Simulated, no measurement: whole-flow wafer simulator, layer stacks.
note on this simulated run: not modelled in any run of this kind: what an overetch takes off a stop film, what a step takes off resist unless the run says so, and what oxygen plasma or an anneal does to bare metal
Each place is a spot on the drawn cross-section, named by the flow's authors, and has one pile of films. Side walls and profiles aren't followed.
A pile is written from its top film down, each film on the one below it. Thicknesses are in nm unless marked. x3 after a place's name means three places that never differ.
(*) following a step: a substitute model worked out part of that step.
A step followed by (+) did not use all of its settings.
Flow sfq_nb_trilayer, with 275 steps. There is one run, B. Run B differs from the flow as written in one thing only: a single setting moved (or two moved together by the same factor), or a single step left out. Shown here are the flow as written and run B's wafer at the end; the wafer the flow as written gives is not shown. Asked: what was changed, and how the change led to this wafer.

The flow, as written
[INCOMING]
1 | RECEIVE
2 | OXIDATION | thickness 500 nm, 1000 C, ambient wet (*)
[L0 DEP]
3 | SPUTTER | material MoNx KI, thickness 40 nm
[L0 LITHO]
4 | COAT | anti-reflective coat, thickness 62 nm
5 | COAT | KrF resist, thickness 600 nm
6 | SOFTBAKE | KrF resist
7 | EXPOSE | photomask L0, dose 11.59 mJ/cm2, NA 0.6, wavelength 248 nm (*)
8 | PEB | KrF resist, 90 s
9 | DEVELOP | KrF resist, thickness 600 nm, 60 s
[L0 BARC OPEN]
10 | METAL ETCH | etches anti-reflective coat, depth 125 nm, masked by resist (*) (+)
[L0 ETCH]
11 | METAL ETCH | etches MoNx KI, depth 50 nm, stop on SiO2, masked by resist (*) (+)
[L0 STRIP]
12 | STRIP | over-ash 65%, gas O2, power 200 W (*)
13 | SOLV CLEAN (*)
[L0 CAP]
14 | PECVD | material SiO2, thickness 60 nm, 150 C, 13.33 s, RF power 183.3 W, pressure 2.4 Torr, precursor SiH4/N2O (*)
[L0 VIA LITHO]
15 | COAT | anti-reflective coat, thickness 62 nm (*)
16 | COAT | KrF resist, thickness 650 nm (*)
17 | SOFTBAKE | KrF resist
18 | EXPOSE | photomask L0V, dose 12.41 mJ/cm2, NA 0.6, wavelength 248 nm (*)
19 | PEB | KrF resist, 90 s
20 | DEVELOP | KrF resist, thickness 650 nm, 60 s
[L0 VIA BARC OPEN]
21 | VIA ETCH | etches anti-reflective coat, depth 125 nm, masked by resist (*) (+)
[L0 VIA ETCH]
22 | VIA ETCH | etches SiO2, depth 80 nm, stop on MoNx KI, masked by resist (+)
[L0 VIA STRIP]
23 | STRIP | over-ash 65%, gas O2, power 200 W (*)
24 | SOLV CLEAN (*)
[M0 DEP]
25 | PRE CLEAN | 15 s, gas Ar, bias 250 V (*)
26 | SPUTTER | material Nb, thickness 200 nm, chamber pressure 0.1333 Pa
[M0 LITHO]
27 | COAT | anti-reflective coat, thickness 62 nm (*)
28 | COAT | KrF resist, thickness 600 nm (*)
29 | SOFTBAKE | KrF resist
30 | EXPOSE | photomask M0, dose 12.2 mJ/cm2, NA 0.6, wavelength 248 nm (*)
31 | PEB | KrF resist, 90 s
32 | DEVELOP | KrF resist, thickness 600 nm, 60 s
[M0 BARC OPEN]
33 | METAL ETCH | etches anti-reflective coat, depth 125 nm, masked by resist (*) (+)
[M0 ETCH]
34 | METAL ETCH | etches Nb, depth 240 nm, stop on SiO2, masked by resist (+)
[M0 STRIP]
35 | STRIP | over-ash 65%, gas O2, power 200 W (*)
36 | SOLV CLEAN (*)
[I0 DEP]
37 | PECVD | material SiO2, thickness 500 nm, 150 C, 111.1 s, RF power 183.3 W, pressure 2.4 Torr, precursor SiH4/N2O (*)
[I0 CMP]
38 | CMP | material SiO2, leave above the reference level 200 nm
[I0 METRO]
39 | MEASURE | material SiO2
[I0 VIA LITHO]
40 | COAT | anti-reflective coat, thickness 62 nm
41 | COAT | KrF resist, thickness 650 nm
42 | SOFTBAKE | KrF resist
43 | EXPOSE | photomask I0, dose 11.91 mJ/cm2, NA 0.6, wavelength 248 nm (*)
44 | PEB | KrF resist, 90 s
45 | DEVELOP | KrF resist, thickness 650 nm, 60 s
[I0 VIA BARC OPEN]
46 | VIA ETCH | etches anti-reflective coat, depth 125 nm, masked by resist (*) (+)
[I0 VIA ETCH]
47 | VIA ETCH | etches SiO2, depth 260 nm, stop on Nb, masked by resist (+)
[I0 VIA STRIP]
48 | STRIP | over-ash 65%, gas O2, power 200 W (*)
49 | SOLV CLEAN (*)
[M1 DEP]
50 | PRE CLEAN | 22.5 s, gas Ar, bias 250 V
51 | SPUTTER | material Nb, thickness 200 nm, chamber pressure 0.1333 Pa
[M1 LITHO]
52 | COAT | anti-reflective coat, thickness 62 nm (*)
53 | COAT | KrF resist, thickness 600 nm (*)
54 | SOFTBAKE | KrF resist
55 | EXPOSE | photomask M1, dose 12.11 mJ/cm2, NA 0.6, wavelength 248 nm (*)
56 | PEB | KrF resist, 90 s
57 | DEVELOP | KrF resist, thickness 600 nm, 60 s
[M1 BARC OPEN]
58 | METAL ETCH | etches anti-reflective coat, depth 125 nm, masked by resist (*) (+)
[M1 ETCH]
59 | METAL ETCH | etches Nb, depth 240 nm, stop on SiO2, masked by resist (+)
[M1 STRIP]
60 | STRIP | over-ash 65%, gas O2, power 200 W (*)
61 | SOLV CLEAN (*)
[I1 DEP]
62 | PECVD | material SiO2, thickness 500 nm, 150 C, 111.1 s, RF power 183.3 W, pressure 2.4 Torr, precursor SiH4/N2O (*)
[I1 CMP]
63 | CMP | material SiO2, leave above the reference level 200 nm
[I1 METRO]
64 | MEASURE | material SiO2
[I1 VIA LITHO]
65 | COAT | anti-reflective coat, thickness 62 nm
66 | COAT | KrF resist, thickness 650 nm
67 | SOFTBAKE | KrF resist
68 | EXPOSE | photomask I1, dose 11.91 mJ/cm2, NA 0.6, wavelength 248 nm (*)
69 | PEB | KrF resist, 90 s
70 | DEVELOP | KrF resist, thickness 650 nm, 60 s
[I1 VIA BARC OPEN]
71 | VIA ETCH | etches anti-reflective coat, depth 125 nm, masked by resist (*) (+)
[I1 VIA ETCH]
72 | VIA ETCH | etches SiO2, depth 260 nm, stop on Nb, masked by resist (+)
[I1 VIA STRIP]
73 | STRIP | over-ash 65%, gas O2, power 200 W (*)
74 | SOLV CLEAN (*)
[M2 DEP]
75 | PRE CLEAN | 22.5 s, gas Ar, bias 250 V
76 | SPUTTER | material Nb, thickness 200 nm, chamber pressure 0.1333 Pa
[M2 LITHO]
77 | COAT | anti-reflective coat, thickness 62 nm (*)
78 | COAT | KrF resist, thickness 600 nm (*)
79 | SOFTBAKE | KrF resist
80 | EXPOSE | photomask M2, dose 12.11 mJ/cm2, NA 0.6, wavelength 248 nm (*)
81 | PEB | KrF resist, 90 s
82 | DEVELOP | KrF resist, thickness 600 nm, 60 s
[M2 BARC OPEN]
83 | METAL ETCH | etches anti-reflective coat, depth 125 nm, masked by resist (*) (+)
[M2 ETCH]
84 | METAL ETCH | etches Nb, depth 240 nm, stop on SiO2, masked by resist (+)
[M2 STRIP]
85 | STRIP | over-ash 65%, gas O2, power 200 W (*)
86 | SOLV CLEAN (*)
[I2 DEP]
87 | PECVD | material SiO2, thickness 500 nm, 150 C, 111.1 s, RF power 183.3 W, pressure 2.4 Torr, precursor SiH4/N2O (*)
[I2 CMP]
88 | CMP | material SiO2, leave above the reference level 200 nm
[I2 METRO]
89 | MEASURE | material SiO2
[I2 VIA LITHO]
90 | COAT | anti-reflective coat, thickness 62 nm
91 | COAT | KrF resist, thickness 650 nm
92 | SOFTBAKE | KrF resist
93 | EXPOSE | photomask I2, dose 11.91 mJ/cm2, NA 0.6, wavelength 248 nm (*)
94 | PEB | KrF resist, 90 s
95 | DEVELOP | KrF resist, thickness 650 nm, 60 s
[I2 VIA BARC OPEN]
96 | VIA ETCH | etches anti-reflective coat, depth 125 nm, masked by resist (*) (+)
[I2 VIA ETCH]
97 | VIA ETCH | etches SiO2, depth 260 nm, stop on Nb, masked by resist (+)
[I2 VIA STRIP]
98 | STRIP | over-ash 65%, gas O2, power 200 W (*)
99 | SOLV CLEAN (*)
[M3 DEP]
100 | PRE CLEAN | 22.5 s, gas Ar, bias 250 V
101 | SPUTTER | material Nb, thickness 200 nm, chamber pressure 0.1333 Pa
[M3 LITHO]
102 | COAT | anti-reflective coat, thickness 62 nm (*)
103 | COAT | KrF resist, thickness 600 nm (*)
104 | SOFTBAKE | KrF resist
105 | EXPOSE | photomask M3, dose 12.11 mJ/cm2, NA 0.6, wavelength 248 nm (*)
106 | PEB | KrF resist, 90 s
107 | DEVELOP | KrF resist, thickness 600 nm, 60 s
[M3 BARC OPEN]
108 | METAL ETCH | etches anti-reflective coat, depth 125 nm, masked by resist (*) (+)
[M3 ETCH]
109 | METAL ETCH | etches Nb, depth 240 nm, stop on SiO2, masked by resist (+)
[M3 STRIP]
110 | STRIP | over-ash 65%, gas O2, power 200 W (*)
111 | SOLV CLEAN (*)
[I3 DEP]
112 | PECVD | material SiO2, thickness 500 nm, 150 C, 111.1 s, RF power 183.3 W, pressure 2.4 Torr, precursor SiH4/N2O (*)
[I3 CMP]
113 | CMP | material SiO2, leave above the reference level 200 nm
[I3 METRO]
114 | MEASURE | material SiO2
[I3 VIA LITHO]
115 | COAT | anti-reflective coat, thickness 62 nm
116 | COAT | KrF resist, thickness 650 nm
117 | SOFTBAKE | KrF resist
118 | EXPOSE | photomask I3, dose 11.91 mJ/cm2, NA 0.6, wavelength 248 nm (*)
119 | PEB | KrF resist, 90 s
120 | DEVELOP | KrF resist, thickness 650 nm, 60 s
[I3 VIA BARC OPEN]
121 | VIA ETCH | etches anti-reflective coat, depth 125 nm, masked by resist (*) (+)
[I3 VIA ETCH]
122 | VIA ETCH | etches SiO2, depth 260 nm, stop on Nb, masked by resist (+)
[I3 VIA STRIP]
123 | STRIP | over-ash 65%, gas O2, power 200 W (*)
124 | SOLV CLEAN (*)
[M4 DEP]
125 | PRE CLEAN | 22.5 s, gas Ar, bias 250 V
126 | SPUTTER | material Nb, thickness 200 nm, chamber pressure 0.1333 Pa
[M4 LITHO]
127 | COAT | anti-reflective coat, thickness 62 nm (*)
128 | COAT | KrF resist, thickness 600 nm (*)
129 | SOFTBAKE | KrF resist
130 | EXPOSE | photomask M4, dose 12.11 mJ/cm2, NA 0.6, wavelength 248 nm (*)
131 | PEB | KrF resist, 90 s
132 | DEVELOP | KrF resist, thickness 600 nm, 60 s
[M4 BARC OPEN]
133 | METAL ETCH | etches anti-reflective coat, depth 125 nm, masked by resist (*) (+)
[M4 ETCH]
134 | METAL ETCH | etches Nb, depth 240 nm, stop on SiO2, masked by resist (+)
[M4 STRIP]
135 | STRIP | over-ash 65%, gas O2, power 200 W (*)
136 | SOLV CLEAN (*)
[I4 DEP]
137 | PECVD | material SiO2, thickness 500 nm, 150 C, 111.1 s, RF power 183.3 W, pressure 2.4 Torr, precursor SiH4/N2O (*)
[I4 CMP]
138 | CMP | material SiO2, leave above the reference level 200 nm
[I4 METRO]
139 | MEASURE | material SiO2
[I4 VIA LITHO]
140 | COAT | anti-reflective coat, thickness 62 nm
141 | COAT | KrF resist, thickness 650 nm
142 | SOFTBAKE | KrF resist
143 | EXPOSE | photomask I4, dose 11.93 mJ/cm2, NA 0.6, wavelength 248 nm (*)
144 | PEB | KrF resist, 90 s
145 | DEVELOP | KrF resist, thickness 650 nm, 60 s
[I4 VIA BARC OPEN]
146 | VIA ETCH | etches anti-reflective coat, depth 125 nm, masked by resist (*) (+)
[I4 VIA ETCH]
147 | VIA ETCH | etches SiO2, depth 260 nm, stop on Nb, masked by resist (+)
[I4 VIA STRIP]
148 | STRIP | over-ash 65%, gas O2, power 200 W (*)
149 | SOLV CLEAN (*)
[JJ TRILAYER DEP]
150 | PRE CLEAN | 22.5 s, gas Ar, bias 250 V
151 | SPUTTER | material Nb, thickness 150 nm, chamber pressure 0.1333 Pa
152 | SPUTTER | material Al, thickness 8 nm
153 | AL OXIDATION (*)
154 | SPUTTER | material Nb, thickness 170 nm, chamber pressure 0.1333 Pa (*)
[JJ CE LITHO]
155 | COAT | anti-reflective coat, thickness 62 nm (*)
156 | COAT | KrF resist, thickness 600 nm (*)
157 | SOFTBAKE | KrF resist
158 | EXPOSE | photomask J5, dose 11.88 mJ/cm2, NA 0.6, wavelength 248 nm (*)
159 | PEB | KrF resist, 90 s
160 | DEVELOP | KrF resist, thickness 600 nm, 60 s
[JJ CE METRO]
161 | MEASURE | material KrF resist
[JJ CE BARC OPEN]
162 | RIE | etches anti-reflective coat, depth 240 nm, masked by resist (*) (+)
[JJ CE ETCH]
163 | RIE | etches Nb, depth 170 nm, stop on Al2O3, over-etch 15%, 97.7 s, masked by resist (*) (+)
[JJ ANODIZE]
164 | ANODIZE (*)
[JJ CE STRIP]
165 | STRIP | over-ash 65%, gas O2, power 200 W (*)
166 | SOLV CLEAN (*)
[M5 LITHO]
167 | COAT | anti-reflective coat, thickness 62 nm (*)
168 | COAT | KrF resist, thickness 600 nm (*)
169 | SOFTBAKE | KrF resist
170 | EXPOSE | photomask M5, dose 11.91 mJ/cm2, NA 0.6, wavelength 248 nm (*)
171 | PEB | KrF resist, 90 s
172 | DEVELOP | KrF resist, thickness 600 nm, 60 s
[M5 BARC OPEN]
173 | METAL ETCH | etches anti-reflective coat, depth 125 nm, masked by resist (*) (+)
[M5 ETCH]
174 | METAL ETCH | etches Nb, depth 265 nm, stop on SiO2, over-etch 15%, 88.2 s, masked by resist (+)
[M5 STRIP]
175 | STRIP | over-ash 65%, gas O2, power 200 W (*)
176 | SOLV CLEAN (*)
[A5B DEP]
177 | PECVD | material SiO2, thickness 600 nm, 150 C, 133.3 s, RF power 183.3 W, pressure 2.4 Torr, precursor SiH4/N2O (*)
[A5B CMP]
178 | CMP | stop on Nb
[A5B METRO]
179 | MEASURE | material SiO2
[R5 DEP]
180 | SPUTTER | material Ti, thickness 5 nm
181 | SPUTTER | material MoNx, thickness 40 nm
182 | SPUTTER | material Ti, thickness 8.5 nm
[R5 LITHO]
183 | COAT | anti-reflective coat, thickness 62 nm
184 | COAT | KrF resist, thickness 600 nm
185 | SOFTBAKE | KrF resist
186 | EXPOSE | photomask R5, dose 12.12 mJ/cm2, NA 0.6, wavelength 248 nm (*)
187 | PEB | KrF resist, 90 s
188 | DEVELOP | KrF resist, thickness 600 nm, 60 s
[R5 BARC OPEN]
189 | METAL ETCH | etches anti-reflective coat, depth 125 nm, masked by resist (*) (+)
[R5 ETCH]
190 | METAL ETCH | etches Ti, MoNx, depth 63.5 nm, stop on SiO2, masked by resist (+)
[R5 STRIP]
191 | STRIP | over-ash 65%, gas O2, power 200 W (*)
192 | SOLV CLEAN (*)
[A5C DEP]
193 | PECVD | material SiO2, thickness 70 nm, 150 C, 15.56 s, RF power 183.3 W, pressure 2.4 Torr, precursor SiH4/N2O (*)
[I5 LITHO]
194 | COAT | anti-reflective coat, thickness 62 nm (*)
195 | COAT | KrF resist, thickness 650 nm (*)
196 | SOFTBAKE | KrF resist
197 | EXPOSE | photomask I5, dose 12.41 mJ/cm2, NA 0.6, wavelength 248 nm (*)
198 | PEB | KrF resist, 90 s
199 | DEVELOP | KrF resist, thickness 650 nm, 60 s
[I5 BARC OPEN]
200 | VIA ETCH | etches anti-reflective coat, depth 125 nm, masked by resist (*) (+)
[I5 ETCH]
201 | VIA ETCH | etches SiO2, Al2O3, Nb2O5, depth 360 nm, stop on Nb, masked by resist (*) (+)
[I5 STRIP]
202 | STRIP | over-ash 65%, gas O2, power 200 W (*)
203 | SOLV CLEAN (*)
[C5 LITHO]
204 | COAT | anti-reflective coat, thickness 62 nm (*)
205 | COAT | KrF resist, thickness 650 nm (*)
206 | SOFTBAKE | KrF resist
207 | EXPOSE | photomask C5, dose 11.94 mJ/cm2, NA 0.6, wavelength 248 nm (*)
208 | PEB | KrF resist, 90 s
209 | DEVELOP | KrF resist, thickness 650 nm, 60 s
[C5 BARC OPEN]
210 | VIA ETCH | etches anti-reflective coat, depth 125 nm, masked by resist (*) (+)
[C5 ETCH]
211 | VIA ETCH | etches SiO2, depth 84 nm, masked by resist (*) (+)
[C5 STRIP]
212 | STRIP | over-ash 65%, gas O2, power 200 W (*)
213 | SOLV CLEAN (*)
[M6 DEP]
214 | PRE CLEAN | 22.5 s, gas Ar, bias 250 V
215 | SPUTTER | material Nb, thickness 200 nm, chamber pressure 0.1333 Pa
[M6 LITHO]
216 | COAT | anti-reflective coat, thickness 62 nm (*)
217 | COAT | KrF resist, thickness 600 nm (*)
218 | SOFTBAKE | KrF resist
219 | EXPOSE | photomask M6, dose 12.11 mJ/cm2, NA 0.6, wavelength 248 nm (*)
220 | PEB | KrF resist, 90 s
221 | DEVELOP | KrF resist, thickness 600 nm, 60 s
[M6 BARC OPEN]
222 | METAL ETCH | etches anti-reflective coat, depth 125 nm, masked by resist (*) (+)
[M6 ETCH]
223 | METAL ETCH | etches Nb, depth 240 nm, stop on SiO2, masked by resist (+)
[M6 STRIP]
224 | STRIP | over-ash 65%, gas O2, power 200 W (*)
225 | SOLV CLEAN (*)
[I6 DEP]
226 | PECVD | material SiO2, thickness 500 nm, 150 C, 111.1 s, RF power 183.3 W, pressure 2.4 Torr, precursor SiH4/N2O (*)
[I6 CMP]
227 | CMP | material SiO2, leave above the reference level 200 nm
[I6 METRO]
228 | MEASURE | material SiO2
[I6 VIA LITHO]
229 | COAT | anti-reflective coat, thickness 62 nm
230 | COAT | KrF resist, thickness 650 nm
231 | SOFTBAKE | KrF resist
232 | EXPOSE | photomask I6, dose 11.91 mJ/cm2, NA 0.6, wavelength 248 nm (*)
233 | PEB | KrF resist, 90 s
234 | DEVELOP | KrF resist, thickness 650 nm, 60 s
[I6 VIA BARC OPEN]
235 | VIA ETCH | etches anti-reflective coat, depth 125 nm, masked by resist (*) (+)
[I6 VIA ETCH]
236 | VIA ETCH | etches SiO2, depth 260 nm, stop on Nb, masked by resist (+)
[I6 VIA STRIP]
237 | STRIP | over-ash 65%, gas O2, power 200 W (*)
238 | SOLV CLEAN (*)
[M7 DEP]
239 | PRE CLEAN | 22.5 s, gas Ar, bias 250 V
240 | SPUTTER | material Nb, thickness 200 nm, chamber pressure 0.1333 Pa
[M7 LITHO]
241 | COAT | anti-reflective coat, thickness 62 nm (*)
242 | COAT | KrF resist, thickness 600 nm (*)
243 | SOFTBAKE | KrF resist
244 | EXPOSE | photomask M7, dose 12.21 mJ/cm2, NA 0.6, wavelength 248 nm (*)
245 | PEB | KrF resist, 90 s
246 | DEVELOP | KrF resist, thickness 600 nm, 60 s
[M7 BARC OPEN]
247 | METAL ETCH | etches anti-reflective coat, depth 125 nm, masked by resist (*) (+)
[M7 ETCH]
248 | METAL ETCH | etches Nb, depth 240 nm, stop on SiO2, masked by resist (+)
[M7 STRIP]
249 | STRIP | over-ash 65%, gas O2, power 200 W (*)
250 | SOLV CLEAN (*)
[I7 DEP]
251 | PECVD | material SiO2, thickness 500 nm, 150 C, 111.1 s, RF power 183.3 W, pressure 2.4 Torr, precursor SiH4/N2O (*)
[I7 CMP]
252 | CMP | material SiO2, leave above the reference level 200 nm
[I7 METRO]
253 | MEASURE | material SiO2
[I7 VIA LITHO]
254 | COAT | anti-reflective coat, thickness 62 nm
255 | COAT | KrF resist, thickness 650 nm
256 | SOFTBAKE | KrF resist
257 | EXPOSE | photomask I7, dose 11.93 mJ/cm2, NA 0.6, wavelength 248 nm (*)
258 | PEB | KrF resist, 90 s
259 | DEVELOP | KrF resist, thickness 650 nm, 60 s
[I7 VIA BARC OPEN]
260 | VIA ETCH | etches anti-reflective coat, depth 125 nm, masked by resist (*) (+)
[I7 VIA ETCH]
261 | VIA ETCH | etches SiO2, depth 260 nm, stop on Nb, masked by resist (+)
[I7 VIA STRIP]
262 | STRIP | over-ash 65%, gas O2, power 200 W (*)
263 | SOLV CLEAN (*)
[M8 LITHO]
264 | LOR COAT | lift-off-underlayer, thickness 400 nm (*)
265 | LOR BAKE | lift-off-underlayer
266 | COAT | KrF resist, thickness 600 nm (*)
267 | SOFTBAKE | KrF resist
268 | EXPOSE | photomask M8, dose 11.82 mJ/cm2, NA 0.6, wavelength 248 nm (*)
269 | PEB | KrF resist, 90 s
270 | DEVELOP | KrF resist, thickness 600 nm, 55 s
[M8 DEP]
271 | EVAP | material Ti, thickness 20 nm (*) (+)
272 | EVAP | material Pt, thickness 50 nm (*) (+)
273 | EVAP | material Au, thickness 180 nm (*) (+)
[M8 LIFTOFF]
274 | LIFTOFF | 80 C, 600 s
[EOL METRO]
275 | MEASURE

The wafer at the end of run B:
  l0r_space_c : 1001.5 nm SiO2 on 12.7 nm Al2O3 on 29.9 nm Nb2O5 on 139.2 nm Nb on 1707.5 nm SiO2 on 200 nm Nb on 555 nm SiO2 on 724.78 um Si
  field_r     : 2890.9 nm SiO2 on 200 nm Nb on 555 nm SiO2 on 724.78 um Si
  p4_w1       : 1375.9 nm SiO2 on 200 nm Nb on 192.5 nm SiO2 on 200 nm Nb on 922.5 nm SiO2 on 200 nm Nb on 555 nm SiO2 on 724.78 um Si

What caused this: step 38, CMP: leave above the reference level 145 nm was run, whereas the flow has leave above the reference level 200 nm.

Step by step, how the change led to this:
  38 | CMP | material SiO2, leave above the reference level 200 nm
      v_sur, via_wl, via_w and 94 more: SiO2 loses 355 (it would be, as written: SiO2 loses 300)
      field_l, l0_sur, l0r_line_l, l0r_line_c, l0r_line_r: SiO2 loses 395 (it would be, as written: SiO2 loses 340)
      (also at 4 further places)
  47 | VIA ETCH | etches SiO2, depth 260 nm, stop on Nb, masked by resist (+)
      field_l, v_sur, via_wl and 102 more: KrF resist loses 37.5 (it would be, as written: KrF resist loses 44.8)
      via_w: SiO2 loses 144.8 (all of it) (it would be, as written: SiO2 loses 199.8 (all of it))
  51 | SPUTTER | material Nb, thickness 200 nm, chamber pressure 0.1333 Pa
      via_w: Nb gains 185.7 (it would be, as written: Nb gains 174.5)
  52 | COAT | anti-reflective coat, thickness 62 nm (*)
      via_wl: anti-reflective coat gains 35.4 (new film) (it would be, as written: anti-reflective coat gains 33.8 (new film))
      via_w: anti-reflective coat gains 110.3 (new film) (it would be, as written: anti-reflective coat gains 123.1 (new film))
  53 | COAT | KrF resist, thickness 600 nm (*)
      via_w: KrF resist gains 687 (new film) (it would be, as written: KrF resist gains 731.8 (new film))
  60 | STRIP | over-ash 65%, gas O2, power 200 W (*)
      via_wl: KrF resist loses 390.5 (all of it), anti-reflective coat loses 35.4 (all of it) (it would be, as written: KrF resist loses 385.5 (all of it), anti-reflective coat loses 33.8 (all of it))
      via_w: KrF resist loses 469.2 (all of it), anti-reflective coat loses 110.3 (all of it) (it would be, as written: KrF resist loses 513.8 (all of it), anti-reflective coat loses 123.1 (all of it))
  62 | PECVD | material SiO2, thickness 500 nm, 150 C, 111.1 s, RF power 183.3 W, pressure 2.4 Torr, precursor SiH4/N2O (*)
      via_w: SiO2 gains 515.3 (new film) (it would be, as written: SiO2 gains 606 (new film))
  63 | CMP | material SiO2, leave above the reference level 200 nm
      via_w: SiO2 loses 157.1 (it would be, as written: SiO2 loses 181.6)
